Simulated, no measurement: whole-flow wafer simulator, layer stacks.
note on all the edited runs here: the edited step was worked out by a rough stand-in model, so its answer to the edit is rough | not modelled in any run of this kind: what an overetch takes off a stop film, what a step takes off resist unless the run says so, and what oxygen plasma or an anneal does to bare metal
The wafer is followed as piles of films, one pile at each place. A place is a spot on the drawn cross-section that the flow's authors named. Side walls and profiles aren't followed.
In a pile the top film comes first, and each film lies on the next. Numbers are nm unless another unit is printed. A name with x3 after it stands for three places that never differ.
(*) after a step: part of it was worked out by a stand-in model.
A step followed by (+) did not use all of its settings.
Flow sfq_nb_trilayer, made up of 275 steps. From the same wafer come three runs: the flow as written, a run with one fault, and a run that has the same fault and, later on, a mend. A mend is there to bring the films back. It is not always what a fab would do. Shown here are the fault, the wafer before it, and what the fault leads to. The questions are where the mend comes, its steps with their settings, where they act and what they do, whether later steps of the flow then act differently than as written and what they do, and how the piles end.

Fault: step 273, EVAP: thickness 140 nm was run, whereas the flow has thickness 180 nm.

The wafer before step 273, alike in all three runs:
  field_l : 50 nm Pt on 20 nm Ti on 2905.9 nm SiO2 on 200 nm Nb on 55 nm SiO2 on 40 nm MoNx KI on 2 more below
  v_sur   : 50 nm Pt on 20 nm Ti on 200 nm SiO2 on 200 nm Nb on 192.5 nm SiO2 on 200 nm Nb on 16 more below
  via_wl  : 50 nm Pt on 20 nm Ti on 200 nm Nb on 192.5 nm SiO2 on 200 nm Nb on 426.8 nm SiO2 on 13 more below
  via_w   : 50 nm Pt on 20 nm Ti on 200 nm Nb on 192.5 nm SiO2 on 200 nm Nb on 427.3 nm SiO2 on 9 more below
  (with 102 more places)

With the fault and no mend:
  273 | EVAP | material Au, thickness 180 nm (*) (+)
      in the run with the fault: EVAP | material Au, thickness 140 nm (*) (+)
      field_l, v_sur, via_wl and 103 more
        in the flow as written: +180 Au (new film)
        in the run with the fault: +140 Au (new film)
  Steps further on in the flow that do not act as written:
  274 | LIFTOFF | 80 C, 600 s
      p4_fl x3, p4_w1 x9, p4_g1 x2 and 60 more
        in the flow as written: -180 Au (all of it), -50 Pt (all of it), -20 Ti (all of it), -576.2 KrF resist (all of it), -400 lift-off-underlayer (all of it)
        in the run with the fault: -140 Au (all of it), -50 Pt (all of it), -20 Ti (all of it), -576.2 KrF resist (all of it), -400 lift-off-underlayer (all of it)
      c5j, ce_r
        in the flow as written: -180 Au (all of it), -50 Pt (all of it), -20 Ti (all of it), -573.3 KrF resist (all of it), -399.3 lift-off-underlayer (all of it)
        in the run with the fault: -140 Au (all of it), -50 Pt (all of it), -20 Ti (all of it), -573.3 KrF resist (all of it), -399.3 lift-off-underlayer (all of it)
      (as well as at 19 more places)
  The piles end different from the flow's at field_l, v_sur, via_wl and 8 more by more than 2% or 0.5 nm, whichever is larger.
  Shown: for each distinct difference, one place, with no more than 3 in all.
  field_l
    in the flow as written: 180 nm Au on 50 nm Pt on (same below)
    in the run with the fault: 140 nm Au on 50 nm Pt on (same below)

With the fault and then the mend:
  The mend stands after step 273.
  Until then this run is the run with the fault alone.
  273a | EVAP | material Au, thickness 40 nm (*) (+) (the flow's step 273 again, with other settings)
      field_l, v_sur, via_wl and 103 more
        +40 Au
  Every later step of the flow that is run acts as written at every place that is followed.
  At every place that both follow, the piles at the end match the flow's.
